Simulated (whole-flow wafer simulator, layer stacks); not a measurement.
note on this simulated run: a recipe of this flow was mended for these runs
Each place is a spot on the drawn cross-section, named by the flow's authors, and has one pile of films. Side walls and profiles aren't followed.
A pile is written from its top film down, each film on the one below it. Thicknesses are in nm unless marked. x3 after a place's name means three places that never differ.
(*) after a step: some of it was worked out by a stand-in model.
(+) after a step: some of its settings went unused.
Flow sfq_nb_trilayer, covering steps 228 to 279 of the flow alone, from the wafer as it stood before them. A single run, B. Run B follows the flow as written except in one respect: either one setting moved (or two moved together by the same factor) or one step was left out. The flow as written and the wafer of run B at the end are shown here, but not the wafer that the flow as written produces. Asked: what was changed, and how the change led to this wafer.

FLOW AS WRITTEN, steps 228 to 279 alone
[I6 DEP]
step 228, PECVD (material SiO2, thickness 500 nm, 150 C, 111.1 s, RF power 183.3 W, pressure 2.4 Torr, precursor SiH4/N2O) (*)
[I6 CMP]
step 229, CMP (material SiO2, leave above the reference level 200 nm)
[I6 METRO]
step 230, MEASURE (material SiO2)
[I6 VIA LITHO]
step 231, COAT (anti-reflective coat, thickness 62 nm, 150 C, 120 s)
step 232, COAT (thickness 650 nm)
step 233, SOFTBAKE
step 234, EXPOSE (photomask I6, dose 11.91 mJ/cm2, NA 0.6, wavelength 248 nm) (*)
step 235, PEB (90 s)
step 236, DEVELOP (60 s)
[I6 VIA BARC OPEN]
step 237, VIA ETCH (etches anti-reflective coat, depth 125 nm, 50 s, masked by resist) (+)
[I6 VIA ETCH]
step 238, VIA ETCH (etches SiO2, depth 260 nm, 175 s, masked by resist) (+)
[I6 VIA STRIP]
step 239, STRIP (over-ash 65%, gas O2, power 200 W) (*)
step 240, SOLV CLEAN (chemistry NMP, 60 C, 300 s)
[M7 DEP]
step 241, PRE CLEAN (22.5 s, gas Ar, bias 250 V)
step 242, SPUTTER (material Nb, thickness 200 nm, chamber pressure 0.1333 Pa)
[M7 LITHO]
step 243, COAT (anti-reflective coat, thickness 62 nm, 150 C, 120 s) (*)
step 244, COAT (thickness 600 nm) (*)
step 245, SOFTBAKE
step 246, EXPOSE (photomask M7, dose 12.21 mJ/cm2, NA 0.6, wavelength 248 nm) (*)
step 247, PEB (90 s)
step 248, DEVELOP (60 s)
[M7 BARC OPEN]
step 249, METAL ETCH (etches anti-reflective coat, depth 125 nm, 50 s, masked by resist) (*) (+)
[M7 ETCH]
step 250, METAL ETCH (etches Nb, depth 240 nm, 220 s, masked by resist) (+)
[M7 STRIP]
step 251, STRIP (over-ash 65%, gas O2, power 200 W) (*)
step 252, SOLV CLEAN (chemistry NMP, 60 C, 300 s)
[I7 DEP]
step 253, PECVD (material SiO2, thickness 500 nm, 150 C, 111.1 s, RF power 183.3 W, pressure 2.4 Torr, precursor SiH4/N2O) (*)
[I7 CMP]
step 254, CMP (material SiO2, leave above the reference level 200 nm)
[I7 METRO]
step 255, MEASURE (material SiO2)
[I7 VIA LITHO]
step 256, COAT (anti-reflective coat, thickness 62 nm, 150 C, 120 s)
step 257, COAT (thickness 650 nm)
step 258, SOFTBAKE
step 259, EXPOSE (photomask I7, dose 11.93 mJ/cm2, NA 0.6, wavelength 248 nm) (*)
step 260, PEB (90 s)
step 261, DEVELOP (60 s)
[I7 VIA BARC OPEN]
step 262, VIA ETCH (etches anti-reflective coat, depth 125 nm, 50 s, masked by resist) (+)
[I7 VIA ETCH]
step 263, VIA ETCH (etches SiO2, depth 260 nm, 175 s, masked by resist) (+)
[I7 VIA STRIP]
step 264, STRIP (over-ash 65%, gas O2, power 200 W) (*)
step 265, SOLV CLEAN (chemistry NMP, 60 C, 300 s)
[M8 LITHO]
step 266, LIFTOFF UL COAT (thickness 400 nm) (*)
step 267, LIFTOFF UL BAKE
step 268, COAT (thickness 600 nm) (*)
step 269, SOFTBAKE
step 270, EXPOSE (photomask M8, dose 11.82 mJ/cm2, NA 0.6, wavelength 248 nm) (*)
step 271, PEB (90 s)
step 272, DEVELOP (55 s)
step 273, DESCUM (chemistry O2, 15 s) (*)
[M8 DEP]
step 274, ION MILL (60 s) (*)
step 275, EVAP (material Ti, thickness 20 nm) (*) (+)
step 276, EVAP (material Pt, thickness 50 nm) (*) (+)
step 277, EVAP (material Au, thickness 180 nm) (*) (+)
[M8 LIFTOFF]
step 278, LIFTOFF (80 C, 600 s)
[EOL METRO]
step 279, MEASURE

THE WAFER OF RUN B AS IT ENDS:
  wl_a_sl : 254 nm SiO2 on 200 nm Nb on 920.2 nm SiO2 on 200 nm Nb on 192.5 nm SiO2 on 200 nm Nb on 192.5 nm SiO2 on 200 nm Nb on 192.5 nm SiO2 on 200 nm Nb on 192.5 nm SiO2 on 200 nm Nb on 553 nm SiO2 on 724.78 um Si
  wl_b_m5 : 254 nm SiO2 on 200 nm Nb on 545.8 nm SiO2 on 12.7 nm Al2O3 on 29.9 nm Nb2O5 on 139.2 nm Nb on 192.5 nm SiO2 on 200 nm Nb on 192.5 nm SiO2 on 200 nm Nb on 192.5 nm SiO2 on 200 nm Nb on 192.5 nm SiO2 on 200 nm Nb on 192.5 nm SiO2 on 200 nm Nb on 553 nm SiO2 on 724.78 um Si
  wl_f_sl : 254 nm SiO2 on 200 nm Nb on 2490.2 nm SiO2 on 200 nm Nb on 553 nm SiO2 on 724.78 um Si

Cause: step 228, PECVD: thickness 350 nm was run, whereas the flow has thickness 500 nm; step 228, PECVD: 77.78 s was run, where the flow has 111.1 s.

The path from the change to this, step by step:
  step 228, PECVD (material SiO2, thickness 500 nm, 150 C, 111.1 s, RF power 183.3 W, pressure 2.4 Torr, precursor SiH4/N2O) (*)
      field_l, p4_fl, p4_fm and 62 more: SiO2 gains 350 (as written it would have been: SiO2 gains 500)
      v_sur, via_wl, via_w and 21 more: SiO2 gains 350 (new film) (as written it would have been: SiO2 gains 500 (new film))
      (as well as at 17 more places)
  step 229, CMP (material SiO2, leave above the reference level 200 nm)
      field_l, p4_fl, p4_fm and 59 more: nothing (as written it would have been: SiO2 loses 96)
      moat, field_r, lsp_l, ln_m5, lsp_m: nothing (as written it would have been: SiO2 loses 89.5)
      (as well as at 39 more places)
  step 231, COAT (anti-reflective coat, thickness 62 nm, 150 C, 120 s)
      lsp_l, p4_w1, m5r_line_l, m5r_line_r: anti-reflective coat gains 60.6 (new film) (as written it would have been: anti-reflective coat gains 62 (new film))
      m0r_line_l, m0r_line_r, m7r_line_l, m7r_line_r: anti-reflective coat gains 70.9 (new film) (as written it would have been: anti-reflective coat gains 62 (new film))
      (as well as at 74 more places)
  step 232, COAT (thickness 650 nm)
      via_wl, ln_m6: KrF-resist-other-grade gains 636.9 (new film) (as written it would have been: KrF-resist-other-grade gains 650 (new film))
      via_w: KrF-resist-other-grade gains 635.3 (new film) (as written it would have been: KrF-resist-other-grade gains 650 (new film))
      (as well as at 13 more places)
  step 236, DEVELOP (60 s)
      via_v: KrF-resist-other-grade loses 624 (all of it) (as written it would have been: KrF-resist-other-grade loses 648.6 (all of it))
  step 237, VIA ETCH (etches anti-reflective coat, depth 125 nm, 50 s, masked by resist) (+)
      via_v: anti-reflective coat loses 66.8 (all of it), SiO2 loses 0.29 (as written it would have been: anti-reflective coat loses 62 (all of it), SiO2 loses 0.31)
  step 239, STRIP (over-ash 65%, gas O2, power 200 W) (*)
      m0r_line_l, m0r_line_r, m7r_line_l, m7r_line_r: KrF-resist-other-grade loses 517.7 (all of it), anti-reflective coat loses 70.9 (all of it) (as written it would have been: KrF-resist-other-grade loses 510.8 (all of it), anti-reflective coat loses 62 (all of it))
      m0r_space_l, m0r_space_r, m7r_space_l, m7r_space_r: KrF-resist-other-grade loses 512.4 (all of it), anti-reflective coat loses 77.3 (all of it) (as written it would have been: KrF-resist-other-grade loses 510.8 (all of it), anti-reflective coat loses 62 (all of it))
      (as well as at 78 more places)
  step 242, SPUTTER (material Nb, thickness 200 nm, chamber pressure 0.1333 Pa)
      be: Nb gains 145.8 (new film) (as written it would have been: Nb gains 200 (new film))
      gap: Nb gains 189.7 (new film) (as written it would have been: Nb gains 200 (new film))
  step 243, COAT (anti-reflective coat, thickness 62 nm, 150 C, 120 s) (*)
      m0r_line_l, m0r_line_r, m7r_line_l, m7r_line_r: anti-reflective coat gains 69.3 (new film) (as written it would have been: anti-reflective coat gains 62 (new film))
      m0r_space_l, m0r_space_r, m7r_space_l, m7r_space_r: anti-reflective coat gains 75.2 (new film) (as written it would have been: anti-reflective coat gains 62 (new film))
      (as well as at 71 more places)
  step 244, COAT (thickness 600 nm) (*)
      via_w: KrF-resist-other-grade gains 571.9 (new film) (as written it would have been: KrF-resist-other-grade gains 586.9 (new film))
      via_wr: KrF-resist-other-grade gains 567.6 (new film) (as written it would have been: KrF-resist-other-grade gains 583.7 (new film))
      (as well as at 15 more places)
  step 248, DEVELOP (60 s)
      field_r: KrF-resist-other-grade loses 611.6 (all of it) (as written it would have been: KrF-resist-other-grade loses 598.1 (all of it))
      lsp_l: KrF-resist-other-grade loses 613.1 (all of it) (as written it would have been: KrF-resist-other-grade loses 598.1 (all of it))
      (as well as at 1 more place)
  step 249, METAL ETCH (etches anti-reflective coat, depth 125 nm, 50 s, masked by resist) (*) (+)
      m0r_space_l, m0r_space_r, m7r_space_l, m7r_space_r: anti-reflective coat loses 75.2 (all of it) (as written it would have been: anti-reflective coat loses 62 (all of it))
      p3_s1, m5r_line_l, m5r_line_r: anti-reflective coat loses 60.5 (all of it) (as written it would have been: anti-reflective coat loses 62 (all of it))
      (as well as at 38 more places)
  step 251, STRIP (over-ash 65%, gas O2, power 200 W) (*)
      m7r_line_l, m7r_line_r: KrF-resist-other-grade loses 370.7 (all of it), anti-reflective coat loses 69.3 (all of it) (as written it would have been: KrF-resist-other-grade loses 364.6 (all of it), anti-reflective coat loses 62 (all of it))
      v_sur: KrF-resist-other-grade loses 355.5 (all of it), anti-reflective coat loses 43.5 (all of it) (as written it would have been: KrF-resist-other-grade loses 360.6 (all of it), anti-reflective coat loses 64.6 (all of it))
      (as well as at 38 more places)
  step 253, PECVD (material SiO2, thickness 500 nm, 150 C, 111.1 s, RF power 183.3 W, pressure 2.4 Torr, precursor SiH4/N2O) (*)
      be: SiO2 gains 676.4 (new film) (as written it would have been: SiO2 gains 500 (new film))
  step 254, CMP (material SiO2, leave above the reference level 200 nm)
      field_l, p4_fl, p4_fm and 48 more: SiO2 loses 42 (as written it would have been: SiO2 loses 96)
      wl_a_sl, wl_a_sr, wl_b_sl and 9 more: SiO2 loses 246 (as written it would have been: SiO2 loses 300)
      (as well as at 12 more places)
